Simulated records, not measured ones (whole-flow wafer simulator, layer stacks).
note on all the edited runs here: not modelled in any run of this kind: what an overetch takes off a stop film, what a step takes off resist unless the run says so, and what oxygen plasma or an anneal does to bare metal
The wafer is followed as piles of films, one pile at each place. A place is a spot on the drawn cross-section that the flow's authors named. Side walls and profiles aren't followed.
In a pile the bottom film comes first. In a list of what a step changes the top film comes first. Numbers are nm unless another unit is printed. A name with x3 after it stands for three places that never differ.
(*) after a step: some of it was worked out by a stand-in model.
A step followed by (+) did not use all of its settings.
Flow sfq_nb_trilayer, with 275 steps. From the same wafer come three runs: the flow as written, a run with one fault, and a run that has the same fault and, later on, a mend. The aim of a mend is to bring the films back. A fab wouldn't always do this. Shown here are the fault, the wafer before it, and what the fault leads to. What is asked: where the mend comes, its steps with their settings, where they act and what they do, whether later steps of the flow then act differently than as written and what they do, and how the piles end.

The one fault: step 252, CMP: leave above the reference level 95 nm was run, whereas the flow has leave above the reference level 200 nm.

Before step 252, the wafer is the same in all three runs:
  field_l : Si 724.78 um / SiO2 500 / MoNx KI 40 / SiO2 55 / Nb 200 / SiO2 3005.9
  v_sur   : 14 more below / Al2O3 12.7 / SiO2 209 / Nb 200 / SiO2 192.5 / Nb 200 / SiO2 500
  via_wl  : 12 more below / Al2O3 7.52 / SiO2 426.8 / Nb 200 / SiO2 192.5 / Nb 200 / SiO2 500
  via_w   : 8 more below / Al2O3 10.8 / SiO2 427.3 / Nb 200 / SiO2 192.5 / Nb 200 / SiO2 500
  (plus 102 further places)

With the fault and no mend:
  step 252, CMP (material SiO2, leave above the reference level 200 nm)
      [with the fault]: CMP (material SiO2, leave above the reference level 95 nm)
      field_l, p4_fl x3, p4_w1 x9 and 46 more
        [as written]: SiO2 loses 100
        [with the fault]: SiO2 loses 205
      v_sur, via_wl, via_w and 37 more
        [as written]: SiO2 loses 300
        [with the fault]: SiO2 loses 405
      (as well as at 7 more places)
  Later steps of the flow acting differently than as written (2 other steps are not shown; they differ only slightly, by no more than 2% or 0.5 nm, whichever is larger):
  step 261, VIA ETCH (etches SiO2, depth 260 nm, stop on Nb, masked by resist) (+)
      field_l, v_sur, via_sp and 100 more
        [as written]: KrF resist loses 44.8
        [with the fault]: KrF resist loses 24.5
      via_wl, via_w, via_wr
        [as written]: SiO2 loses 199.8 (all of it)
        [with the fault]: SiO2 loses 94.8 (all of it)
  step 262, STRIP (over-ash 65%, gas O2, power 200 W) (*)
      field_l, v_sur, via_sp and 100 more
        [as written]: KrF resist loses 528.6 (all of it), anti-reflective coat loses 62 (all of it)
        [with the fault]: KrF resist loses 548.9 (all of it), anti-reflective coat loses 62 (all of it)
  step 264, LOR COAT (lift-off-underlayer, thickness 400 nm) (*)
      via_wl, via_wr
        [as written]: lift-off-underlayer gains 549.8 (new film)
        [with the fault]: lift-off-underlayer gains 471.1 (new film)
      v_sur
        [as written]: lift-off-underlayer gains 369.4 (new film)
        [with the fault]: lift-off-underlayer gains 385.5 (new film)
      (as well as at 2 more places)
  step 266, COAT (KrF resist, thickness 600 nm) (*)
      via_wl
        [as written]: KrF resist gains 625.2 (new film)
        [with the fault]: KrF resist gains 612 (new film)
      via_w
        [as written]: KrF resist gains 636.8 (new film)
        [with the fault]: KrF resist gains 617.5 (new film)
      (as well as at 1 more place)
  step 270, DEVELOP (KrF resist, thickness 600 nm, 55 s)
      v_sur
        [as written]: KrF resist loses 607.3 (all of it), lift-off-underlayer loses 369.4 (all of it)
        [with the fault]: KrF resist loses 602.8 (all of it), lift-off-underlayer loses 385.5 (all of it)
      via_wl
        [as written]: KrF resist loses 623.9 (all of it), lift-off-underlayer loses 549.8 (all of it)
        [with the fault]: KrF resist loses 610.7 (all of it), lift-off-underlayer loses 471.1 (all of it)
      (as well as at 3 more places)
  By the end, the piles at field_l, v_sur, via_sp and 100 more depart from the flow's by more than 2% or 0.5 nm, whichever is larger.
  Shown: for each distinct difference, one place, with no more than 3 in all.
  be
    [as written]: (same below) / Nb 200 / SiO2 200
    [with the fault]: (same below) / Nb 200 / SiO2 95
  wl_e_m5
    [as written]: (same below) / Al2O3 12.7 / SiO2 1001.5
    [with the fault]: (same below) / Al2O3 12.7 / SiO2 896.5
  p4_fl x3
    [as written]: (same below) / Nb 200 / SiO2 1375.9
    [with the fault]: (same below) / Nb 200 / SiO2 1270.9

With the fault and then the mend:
  The mend stands after step 259.
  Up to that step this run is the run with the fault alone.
  step 259a, STRIP (over-ash 65%, gas O2, power 200 W) (*)
      field_l, v_sur, via_sp and 100 more
        KrF resist loses 625.1 (all of it), anti-reflective coat loses 62 (all of it)
      via_wl, via_w, via_wr
        anti-reflective coat loses 62 (all of it)
  step 259b, PECVD (material SiO2, thickness 105 nm, 150 C, 23.33 s, RF power 183.3 W, pressure 2.4 Torr, precursor SiH4/N2O) (the flow's step 251 again, with other settings)
      field_l, v_sur, via_wl and 103 more
        SiO2 gains 105
  step 259c, COAT (anti-reflective coat, thickness 62 nm) (the flow's step 254 again)
      field_l, v_sur, via_wl and 103 more
        anti-reflective coat gains 62 (new film)
  step 259d, COAT (KrF resist, thickness 650 nm) (the flow's step 255 again)
      field_l, v_sur, via_wl and 103 more
        KrF resist gains 650 (new film)
  step 259e, SOFTBAKE (KrF resist) (the flow's step 256 again)
      does not change any film at any place that is followed
  step 259f, EXPOSE (photomask I7, dose 11.93 mJ/cm2, NA 0.6, wavelength 248 nm) (*) (the flow's step 257 again)
      does not change any film at any place that is followed
  step 259g, PEB (KrF resist, 90 s) (the flow's step 258 again)
      field_l, v_sur, via_wl and 103 more
        KrF resist loses 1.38
  step 259h, DEVELOP (KrF resist, thickness 650 nm, 60 s) (the flow's step 259 again)
      field_l, v_sur, via_sp and 100 more
        KrF resist loses 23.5
      via_wl, via_w, via_wr
        KrF resist loses 648.6 (all of it)
  Later steps of the flow that are run all act as written at every place that is followed.
  At every place that both follow, the piles at the end match the flow's.
